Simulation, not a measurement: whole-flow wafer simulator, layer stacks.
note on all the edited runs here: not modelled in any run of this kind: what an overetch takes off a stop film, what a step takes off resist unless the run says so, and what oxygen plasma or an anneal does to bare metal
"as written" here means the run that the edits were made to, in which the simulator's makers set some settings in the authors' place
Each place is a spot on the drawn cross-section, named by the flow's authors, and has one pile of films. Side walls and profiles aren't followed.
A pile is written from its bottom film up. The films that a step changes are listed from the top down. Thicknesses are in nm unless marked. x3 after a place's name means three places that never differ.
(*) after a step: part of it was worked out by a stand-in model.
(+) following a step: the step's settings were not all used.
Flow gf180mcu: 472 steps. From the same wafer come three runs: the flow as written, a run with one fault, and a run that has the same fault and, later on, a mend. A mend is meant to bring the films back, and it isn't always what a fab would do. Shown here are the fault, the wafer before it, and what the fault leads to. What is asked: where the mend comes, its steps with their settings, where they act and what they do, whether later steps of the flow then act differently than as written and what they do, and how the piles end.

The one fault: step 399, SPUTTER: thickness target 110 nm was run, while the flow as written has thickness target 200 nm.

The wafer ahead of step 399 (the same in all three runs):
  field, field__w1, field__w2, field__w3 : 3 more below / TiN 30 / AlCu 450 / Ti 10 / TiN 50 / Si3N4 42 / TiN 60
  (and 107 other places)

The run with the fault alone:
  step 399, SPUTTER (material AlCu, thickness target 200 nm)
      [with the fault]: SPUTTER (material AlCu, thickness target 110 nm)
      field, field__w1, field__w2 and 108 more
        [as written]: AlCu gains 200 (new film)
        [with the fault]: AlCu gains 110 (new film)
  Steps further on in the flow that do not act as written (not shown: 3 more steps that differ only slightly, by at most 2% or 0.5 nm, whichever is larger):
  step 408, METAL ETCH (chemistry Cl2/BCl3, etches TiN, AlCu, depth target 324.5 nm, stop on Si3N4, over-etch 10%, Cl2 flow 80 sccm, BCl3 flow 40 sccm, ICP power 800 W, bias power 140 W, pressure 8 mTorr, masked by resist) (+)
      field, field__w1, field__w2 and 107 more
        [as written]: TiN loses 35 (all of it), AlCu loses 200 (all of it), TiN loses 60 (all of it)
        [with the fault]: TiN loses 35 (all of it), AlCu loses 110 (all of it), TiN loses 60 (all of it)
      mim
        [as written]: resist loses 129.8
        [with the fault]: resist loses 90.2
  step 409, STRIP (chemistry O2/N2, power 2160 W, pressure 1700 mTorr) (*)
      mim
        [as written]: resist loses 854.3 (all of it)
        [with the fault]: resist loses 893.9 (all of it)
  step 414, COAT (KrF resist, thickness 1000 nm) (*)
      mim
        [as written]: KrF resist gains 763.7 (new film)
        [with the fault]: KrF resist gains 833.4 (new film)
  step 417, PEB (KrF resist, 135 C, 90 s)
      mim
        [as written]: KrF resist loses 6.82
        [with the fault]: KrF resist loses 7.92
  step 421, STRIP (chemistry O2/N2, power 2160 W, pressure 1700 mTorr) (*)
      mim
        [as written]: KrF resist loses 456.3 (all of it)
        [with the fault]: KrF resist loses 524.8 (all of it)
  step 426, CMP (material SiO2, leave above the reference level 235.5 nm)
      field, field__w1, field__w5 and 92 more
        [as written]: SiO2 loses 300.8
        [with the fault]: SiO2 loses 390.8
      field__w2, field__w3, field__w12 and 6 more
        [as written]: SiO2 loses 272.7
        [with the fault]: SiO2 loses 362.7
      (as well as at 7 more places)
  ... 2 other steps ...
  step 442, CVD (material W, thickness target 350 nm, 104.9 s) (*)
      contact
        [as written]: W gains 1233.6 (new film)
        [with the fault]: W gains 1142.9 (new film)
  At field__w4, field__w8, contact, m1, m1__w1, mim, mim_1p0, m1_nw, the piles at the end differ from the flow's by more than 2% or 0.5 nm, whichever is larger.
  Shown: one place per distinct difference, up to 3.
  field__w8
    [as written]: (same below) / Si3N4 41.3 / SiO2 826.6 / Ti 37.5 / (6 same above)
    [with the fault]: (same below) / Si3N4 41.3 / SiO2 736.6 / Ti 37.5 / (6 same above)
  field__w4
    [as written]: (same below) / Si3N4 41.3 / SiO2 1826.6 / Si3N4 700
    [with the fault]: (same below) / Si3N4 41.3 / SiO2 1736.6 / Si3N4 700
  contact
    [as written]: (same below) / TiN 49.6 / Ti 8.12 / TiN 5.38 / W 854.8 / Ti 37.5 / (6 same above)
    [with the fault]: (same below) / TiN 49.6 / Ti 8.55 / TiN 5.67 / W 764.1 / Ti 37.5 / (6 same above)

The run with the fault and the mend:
  The mend stands after step 399.
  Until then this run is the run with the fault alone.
  step 399a, SPUTTER (material AlCu, thickness target 90 nm) (the flow's step 399 again, with other settings)
      field, field__w1, field__w2 and 108 more
        AlCu gains 90
  None of the later steps of the flow acts differently than as written at any place that is followed.
  At every place that both follow, the piles at the end match the flow's.
